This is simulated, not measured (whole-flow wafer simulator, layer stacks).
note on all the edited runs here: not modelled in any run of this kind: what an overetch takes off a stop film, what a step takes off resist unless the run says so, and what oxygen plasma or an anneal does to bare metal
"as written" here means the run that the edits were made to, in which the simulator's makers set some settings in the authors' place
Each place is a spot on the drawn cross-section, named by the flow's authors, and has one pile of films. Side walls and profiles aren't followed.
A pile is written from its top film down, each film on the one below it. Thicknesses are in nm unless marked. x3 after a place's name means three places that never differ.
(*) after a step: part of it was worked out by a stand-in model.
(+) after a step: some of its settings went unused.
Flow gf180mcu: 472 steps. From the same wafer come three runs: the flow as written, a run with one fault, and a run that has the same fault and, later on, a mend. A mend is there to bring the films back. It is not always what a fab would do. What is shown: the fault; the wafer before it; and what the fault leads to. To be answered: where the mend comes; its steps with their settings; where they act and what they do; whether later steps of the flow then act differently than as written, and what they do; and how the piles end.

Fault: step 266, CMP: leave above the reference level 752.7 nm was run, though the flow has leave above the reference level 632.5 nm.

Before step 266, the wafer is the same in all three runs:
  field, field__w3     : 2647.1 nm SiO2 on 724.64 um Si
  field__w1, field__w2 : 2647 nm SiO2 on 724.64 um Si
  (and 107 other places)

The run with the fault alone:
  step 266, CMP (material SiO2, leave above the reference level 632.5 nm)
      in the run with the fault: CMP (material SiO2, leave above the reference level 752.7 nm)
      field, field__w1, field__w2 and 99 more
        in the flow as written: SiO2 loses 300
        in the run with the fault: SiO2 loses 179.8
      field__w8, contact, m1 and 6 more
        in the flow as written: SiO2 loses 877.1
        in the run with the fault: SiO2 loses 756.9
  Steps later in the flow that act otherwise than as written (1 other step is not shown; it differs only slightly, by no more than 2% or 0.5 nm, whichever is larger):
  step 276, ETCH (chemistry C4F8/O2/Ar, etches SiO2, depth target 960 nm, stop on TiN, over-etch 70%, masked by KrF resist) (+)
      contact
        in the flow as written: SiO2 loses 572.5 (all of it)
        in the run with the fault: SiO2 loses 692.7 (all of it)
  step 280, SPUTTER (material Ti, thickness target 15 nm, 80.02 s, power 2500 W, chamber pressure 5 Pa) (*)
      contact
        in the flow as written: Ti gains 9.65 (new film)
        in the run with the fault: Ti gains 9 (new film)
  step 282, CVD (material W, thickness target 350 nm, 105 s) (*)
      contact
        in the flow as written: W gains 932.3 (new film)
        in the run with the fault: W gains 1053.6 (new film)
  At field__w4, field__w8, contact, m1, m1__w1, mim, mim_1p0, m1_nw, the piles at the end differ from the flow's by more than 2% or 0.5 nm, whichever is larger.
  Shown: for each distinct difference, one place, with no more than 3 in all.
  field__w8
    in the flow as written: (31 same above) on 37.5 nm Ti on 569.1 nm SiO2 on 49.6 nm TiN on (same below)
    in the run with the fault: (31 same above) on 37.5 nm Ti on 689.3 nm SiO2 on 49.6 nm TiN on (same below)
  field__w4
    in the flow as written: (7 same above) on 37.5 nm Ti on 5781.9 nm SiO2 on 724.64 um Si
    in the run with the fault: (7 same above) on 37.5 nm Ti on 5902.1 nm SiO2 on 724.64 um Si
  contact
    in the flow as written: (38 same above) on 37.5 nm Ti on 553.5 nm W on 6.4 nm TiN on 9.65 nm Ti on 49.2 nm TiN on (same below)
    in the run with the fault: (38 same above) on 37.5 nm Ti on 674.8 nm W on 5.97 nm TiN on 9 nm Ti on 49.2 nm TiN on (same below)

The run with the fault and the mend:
  The mend stands after step 266.
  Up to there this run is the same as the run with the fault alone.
  step 266a, CMP (material SiO2, leave above the reference level 632.5 nm) (a further turn of the flow's step 266)
      field, field__w1, field__w2 and 108 more
        SiO2 loses 120.2
  None of the later steps of the flow acts differently than as written at any place that is followed.
  The piles end the same as the flow's at every place that both follow.
